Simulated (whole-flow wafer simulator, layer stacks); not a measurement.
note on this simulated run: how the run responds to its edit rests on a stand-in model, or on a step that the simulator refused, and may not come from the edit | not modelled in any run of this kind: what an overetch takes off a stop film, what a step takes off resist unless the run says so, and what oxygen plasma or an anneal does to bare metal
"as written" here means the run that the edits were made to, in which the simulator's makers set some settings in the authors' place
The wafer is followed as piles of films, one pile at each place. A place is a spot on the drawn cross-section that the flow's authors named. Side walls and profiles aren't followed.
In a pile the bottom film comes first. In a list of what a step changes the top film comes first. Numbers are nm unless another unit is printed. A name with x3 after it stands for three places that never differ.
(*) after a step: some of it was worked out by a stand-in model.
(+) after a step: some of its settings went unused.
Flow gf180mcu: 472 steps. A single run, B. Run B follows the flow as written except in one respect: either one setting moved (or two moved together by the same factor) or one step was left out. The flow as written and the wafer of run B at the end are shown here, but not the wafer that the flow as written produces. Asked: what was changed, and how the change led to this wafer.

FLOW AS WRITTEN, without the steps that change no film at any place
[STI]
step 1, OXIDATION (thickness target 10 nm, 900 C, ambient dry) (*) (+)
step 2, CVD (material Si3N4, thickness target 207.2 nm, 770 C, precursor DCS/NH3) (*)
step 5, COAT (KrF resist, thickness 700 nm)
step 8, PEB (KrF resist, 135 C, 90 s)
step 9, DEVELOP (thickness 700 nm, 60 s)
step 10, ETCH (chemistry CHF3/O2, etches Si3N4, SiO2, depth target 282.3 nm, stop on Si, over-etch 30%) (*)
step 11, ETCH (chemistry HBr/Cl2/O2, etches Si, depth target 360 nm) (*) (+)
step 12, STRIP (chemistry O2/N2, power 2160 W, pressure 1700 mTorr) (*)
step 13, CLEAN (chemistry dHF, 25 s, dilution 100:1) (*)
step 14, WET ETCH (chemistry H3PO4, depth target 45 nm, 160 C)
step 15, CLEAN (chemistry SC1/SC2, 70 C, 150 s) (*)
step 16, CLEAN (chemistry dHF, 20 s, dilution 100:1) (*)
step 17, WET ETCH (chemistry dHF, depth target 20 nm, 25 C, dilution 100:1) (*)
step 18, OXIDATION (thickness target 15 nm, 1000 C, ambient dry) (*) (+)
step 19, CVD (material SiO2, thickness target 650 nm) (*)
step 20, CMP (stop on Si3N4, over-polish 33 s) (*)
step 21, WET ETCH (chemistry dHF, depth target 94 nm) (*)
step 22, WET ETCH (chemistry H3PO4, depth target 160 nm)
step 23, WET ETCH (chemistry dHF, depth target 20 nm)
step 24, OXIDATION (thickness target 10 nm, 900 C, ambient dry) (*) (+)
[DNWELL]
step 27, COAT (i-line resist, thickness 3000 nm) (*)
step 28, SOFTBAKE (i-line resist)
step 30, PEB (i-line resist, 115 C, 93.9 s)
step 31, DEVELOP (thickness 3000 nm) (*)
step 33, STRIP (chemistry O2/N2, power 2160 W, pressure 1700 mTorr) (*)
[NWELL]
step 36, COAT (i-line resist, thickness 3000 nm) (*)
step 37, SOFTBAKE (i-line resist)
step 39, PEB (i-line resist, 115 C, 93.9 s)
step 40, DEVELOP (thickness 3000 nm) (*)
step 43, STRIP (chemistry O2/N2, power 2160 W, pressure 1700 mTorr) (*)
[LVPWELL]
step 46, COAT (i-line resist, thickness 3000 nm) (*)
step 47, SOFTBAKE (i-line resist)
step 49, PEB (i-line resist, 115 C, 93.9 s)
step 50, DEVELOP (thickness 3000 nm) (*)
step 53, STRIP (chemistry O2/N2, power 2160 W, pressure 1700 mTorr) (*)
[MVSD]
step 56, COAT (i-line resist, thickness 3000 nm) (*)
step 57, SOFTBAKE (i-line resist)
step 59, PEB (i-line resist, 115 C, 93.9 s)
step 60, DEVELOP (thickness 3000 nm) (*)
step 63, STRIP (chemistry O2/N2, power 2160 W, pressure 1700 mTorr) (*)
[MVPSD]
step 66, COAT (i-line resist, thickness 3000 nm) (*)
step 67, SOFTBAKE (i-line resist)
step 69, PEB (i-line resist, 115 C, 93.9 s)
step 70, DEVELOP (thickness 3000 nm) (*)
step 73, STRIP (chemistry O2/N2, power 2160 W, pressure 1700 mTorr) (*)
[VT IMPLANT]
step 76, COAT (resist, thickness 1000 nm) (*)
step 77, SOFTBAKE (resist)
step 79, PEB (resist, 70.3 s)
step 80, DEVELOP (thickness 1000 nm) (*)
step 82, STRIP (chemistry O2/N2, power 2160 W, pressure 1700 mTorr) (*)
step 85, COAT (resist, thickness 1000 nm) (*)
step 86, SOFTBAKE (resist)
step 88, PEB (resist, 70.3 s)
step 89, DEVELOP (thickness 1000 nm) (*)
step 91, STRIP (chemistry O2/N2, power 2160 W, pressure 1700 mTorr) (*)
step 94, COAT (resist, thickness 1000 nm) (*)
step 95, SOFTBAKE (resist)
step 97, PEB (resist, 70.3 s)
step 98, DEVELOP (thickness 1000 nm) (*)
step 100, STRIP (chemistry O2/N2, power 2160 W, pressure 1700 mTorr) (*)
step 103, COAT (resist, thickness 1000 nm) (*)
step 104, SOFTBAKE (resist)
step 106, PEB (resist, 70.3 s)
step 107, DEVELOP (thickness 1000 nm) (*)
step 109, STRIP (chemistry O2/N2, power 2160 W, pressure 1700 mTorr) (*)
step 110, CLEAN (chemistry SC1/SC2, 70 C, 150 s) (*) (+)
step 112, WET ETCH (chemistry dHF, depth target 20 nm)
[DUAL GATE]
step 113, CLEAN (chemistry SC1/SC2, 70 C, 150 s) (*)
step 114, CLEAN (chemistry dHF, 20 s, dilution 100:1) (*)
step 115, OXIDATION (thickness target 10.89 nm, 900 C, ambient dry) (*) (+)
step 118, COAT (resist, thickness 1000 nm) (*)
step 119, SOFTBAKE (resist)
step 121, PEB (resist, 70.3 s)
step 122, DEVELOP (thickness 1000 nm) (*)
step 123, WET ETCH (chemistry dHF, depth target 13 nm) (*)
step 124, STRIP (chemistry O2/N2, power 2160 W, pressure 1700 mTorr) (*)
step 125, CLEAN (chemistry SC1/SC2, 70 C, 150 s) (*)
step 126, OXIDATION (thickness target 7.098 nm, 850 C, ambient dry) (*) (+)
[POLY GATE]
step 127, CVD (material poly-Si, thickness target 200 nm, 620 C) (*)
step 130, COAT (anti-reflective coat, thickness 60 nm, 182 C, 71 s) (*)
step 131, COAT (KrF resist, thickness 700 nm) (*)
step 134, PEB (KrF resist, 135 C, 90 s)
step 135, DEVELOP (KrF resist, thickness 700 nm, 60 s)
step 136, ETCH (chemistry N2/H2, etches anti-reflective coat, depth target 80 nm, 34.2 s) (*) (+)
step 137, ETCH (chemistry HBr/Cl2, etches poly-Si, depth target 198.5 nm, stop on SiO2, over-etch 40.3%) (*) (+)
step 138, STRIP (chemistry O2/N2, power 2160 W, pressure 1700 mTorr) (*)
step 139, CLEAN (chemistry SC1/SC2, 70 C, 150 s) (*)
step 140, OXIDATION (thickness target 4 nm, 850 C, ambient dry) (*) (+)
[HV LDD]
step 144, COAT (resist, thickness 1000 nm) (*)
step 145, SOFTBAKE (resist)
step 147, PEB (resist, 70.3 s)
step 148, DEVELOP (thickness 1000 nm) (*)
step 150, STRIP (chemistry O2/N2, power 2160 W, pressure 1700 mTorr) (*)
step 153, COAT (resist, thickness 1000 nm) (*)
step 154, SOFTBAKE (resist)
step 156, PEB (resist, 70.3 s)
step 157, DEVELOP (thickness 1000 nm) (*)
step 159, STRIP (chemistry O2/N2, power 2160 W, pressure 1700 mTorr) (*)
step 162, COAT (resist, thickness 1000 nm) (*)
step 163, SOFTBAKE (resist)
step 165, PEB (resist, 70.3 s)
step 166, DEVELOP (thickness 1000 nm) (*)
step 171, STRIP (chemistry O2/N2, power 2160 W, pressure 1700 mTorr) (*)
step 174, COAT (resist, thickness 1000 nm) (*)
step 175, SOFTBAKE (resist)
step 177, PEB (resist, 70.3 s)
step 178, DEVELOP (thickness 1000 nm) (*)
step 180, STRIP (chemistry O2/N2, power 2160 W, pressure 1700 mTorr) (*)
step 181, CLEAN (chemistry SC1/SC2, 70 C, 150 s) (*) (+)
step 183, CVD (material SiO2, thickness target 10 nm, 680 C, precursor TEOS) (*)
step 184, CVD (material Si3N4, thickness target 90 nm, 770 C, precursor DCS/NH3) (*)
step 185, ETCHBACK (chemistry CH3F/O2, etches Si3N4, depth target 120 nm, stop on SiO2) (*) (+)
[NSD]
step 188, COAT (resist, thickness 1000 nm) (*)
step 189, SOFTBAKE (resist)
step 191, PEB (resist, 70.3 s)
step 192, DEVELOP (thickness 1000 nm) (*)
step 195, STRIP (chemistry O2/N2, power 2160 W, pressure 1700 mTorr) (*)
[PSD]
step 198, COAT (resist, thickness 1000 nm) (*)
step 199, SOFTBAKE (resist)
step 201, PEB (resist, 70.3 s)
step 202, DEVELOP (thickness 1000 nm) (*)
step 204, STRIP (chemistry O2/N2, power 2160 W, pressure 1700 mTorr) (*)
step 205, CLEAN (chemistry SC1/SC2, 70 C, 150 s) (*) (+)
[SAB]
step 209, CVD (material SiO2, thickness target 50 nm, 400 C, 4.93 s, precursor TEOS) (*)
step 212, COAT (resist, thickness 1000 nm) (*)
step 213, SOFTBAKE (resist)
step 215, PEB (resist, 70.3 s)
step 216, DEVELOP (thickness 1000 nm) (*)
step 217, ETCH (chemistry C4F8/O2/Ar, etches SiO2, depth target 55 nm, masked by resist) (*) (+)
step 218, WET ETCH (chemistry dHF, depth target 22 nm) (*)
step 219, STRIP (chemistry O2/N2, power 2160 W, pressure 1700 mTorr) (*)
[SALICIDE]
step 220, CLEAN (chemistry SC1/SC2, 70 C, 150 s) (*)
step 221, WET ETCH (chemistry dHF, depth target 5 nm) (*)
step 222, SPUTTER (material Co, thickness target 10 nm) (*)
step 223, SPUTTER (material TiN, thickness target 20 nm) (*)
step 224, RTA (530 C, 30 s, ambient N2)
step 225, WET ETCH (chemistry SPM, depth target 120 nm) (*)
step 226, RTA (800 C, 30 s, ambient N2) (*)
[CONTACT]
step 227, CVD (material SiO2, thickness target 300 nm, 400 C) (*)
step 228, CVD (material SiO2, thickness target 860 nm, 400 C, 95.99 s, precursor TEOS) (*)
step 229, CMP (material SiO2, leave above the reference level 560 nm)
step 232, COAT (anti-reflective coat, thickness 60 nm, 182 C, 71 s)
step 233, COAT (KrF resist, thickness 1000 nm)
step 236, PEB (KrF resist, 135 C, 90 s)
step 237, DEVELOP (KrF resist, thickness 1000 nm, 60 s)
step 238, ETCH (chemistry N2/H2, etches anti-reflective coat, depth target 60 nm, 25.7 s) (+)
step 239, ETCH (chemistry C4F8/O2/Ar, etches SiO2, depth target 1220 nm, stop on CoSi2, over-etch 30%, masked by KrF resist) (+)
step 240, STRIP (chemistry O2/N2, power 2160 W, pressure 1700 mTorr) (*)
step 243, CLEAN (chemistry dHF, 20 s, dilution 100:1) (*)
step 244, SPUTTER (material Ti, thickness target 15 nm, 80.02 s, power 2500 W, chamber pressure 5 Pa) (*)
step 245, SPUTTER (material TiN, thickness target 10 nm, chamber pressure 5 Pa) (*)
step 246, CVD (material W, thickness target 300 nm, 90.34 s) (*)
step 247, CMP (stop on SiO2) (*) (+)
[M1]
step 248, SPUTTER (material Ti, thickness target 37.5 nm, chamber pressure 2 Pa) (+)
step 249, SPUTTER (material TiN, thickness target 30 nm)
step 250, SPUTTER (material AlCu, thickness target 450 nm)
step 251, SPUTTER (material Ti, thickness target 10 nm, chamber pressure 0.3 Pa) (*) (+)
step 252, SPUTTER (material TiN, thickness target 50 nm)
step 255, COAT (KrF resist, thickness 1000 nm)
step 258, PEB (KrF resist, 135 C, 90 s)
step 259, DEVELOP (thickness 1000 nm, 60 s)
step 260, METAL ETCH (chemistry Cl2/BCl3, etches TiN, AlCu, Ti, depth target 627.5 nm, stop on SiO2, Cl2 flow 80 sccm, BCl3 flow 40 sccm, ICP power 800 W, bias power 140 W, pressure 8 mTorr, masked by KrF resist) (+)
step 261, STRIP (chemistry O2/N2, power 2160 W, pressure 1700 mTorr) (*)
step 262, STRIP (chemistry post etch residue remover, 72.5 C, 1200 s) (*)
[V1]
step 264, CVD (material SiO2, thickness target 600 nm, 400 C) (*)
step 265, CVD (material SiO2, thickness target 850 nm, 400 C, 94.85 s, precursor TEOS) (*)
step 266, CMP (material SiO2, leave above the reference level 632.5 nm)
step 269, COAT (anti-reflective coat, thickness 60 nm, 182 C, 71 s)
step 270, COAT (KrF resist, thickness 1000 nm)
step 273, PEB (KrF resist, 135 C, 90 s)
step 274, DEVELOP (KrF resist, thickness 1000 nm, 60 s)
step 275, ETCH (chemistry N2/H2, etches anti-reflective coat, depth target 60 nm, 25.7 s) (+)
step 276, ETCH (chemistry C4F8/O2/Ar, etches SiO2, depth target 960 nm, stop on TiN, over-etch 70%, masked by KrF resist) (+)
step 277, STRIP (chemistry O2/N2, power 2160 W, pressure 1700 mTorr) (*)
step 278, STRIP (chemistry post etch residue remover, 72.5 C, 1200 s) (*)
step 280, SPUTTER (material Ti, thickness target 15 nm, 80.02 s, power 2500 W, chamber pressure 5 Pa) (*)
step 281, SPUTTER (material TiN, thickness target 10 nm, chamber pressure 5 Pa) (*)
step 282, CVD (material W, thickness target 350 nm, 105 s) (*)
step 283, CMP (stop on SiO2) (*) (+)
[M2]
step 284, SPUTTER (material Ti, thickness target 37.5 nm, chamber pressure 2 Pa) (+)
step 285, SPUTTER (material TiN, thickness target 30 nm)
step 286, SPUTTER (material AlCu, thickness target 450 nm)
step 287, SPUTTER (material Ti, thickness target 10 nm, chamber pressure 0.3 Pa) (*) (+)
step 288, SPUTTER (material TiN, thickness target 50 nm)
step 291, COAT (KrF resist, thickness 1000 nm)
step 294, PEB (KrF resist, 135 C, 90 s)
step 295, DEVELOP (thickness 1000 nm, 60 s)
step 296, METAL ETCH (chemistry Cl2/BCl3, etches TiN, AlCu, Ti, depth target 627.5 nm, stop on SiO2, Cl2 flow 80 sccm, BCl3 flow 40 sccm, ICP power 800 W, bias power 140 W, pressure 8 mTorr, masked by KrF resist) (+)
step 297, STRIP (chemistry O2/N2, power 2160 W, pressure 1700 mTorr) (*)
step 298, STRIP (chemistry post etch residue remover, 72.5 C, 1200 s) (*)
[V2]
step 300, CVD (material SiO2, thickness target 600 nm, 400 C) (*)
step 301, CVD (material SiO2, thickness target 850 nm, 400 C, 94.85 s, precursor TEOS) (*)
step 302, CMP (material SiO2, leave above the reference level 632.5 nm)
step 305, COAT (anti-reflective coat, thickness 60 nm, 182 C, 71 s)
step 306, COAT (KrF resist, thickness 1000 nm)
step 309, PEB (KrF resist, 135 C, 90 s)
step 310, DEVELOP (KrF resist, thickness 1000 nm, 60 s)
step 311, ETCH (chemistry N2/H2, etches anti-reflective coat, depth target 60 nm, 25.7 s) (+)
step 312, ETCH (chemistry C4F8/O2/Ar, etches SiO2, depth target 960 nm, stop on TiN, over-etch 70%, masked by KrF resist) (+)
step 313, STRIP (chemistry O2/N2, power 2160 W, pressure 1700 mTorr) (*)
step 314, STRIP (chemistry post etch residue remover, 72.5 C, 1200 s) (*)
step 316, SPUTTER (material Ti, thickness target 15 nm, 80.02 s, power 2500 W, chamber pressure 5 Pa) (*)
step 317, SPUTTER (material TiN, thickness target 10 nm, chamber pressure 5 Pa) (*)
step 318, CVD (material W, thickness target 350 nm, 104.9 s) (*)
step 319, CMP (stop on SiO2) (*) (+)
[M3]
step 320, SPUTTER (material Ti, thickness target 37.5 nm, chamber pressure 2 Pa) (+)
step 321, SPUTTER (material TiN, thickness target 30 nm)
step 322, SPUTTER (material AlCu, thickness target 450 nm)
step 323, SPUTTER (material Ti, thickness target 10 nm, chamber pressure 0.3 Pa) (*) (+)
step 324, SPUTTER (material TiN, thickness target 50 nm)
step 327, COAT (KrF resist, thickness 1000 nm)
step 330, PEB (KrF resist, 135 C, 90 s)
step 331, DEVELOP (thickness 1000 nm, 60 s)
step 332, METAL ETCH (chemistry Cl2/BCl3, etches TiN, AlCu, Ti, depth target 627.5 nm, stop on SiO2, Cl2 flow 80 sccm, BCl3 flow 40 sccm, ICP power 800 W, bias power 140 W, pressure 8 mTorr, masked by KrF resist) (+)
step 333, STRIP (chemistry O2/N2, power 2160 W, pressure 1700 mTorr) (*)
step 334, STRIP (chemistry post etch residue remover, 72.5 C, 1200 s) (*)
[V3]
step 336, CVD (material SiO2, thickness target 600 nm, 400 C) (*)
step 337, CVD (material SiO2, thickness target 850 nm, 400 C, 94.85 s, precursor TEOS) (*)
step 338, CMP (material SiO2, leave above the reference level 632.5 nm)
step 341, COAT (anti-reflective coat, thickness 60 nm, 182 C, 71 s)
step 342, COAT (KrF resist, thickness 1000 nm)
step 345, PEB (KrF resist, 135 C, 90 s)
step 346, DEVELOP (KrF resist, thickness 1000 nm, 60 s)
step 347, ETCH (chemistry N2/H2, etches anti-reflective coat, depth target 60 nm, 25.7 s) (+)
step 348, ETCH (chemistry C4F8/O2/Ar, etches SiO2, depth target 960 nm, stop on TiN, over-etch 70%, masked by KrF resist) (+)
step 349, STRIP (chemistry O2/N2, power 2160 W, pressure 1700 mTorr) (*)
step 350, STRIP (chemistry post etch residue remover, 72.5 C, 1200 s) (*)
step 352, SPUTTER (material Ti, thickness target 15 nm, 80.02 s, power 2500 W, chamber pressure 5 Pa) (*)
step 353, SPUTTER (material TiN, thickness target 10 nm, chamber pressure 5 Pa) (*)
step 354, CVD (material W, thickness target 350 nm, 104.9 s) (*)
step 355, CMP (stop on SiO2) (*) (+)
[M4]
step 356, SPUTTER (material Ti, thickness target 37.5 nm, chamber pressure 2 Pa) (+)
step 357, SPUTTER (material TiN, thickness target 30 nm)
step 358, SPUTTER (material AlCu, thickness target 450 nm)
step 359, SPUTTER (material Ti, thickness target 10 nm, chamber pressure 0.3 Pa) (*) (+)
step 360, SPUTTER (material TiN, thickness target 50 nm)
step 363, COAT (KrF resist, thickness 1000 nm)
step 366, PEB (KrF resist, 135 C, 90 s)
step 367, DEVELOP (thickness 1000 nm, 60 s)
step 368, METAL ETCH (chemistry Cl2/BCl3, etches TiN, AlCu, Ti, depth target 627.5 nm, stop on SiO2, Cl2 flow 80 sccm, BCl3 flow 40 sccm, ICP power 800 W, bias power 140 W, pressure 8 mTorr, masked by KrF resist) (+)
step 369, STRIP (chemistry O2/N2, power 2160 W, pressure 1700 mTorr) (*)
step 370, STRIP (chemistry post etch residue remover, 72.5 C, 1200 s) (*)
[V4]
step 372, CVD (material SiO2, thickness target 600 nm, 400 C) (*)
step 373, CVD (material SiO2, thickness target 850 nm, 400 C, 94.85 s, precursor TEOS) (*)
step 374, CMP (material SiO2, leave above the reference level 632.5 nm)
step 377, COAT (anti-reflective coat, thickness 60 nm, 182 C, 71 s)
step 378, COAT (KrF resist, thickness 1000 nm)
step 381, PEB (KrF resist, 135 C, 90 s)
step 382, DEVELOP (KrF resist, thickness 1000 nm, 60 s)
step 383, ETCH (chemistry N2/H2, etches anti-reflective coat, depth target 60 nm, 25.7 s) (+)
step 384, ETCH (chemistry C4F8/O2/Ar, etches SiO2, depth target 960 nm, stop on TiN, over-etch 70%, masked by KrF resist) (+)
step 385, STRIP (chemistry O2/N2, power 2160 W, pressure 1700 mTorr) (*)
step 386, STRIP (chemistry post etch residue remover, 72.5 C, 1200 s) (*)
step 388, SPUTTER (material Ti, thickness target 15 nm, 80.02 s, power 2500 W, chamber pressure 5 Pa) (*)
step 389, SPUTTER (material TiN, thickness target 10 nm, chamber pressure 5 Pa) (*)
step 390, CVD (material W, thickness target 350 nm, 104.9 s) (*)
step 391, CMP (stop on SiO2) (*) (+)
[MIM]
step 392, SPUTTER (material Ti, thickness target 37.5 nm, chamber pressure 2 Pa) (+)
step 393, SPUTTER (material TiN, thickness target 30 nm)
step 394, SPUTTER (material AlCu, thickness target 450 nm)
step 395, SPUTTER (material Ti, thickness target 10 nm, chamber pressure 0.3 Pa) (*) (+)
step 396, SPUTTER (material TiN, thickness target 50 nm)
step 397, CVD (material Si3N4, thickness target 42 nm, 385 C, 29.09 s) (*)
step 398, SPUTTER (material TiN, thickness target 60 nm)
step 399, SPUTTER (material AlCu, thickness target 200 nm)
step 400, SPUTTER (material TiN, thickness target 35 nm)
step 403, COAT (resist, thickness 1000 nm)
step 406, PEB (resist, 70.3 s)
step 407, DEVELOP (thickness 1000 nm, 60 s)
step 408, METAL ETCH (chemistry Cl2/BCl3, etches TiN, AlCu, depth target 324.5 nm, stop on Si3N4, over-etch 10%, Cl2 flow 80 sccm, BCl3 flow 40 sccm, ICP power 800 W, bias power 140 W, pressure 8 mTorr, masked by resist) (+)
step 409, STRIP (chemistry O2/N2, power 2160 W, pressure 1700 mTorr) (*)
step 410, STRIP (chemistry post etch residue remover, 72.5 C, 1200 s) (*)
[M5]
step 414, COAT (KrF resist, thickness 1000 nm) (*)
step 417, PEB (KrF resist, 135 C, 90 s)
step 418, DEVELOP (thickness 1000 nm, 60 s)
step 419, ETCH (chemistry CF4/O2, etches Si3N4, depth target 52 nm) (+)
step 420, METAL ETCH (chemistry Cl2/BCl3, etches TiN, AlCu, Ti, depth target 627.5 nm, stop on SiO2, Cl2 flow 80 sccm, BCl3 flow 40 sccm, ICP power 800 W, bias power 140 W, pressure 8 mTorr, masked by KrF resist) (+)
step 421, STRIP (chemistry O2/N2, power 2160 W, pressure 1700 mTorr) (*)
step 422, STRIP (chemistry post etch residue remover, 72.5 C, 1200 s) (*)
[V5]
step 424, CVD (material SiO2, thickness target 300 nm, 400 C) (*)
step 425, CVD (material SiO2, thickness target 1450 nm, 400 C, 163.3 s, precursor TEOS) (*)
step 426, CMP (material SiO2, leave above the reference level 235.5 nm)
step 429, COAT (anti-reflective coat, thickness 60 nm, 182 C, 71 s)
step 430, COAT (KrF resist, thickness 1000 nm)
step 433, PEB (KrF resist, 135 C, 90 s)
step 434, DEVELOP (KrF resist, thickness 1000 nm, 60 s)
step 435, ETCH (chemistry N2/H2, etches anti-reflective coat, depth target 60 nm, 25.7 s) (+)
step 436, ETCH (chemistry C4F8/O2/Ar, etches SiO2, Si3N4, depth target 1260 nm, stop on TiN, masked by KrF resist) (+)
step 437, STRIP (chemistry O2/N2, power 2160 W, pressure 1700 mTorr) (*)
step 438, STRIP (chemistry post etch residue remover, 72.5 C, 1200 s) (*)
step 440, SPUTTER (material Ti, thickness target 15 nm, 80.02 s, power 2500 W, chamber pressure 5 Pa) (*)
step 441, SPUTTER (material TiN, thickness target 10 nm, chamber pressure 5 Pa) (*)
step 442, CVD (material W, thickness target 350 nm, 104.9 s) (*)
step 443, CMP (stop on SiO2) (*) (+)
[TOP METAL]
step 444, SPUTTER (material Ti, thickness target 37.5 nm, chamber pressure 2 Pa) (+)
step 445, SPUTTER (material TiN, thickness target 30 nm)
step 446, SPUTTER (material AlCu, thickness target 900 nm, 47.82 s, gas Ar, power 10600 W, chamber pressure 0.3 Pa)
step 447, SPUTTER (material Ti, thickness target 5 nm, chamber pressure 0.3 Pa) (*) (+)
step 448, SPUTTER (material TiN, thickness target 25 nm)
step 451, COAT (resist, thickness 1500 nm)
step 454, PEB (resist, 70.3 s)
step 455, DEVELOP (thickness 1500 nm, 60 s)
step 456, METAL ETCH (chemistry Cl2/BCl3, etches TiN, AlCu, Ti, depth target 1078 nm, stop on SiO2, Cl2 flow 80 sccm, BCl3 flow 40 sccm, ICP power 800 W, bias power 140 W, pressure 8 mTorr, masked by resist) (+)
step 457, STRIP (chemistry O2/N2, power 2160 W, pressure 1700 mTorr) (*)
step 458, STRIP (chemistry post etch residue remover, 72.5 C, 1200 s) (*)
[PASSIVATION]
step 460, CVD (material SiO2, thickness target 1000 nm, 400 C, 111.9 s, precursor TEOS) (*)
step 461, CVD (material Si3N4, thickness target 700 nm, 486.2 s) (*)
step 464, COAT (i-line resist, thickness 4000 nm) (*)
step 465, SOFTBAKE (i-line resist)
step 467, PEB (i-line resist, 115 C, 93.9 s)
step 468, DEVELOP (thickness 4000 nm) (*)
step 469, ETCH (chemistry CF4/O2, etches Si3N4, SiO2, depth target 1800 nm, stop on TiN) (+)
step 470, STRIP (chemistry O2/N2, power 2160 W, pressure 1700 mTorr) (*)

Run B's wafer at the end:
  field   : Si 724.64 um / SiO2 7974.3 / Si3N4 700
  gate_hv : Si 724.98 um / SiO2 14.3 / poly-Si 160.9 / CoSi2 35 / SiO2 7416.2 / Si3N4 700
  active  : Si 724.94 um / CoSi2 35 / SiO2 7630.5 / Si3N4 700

The reason: step 338, CMP: leave above the reference level 379.5 nm was run, whereas the flow has leave above the reference level 632.5 nm.

How this came from the change, step by step:
  step 338, CMP (material SiO2, leave above the reference level 632.5 nm)
      field, field__w1, field__w2 and 103 more: -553 SiO2 (as written it would have been: -300 SiO2)
      field__w8, contact, m1, m1__w1, m1_nw: -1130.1 SiO2 (as written it would have been: -877.1 SiO2)
  step 348, ETCH (chemistry C4F8/O2/Ar, etches SiO2, depth target 960 nm, stop on TiN, over-etch 70%, masked by KrF resist) (+)
      field, field__w1, field__w2 and 107 more: -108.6 KrF resist (as written it would have been: -192 KrF resist)
      contact: -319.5 SiO2 (all of it) (as written it would have been: -572.5 SiO2 (all of it))
  step 349, STRIP (chemistry O2/N2, power 2160 W, pressure 1700 mTorr) (*)
      field, field__w1, field__w2 and 107 more: -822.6 KrF resist (all of it), -60 anti-reflective coat (all of it) (as written it would have been: -739.2 KrF resist (all of it), -60 anti-reflective coat (all of it))
  step 352, SPUTTER (material Ti, thickness target 15 nm, 80.02 s, power 2500 W, chamber pressure 5 Pa) (*)
      contact: +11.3 Ti (new film) (as written it would have been: +9.65 Ti (new film))
  step 353, SPUTTER (material TiN, thickness target 10 nm, chamber pressure 5 Pa) (*)
      contact: +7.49 TiN (new film) (as written it would have been: +6.4 TiN (new film))
  step 354, CVD (material W, thickness target 350 nm, 104.9 s) (*)
      contact: +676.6 W (new film) (as written it would have been: +932.3 W (new film))
